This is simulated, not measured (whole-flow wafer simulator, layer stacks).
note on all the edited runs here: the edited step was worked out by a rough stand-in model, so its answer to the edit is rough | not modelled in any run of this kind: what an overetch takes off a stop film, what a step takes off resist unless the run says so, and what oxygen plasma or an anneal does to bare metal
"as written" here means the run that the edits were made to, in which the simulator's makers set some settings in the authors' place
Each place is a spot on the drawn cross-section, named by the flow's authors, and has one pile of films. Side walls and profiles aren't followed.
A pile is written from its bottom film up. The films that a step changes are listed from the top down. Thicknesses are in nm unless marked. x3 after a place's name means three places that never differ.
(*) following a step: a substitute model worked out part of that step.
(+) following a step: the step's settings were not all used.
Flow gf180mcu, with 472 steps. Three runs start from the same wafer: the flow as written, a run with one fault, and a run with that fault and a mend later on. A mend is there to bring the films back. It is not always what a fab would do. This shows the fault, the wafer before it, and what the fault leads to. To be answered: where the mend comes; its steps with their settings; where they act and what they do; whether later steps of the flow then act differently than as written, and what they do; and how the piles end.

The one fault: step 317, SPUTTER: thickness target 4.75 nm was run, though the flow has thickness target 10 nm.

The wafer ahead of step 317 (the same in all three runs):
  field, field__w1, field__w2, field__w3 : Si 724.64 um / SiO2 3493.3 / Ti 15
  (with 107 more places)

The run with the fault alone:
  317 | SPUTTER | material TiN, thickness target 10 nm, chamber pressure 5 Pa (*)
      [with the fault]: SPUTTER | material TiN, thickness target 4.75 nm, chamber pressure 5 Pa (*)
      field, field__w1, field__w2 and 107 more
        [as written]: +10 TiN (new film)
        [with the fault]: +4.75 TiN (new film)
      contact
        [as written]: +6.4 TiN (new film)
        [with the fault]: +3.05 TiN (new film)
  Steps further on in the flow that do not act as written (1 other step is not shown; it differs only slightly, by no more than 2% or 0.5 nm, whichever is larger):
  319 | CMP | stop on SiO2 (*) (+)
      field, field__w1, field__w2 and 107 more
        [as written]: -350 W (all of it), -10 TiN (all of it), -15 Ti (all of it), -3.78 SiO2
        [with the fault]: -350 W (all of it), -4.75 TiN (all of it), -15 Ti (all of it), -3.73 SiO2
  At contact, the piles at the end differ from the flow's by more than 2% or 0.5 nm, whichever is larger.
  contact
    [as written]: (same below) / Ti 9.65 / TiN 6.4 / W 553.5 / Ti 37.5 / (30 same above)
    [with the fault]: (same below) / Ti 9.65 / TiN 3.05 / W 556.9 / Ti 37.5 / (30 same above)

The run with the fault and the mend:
  After step 317 comes the mend.
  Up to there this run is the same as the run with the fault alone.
  317a | SPUTTER | material TiN, thickness target 5.25 nm, chamber pressure 5 Pa (*) (the flow's step 317 again, with other settings)
      field, field__w1, field__w2 and 107 more
        +5.25 TiN
      contact
        +3.36 TiN
  Later steps of the flow that are run all act as written at every place that is followed.
  By the end, the piles equal the flow's at every place that both follow.
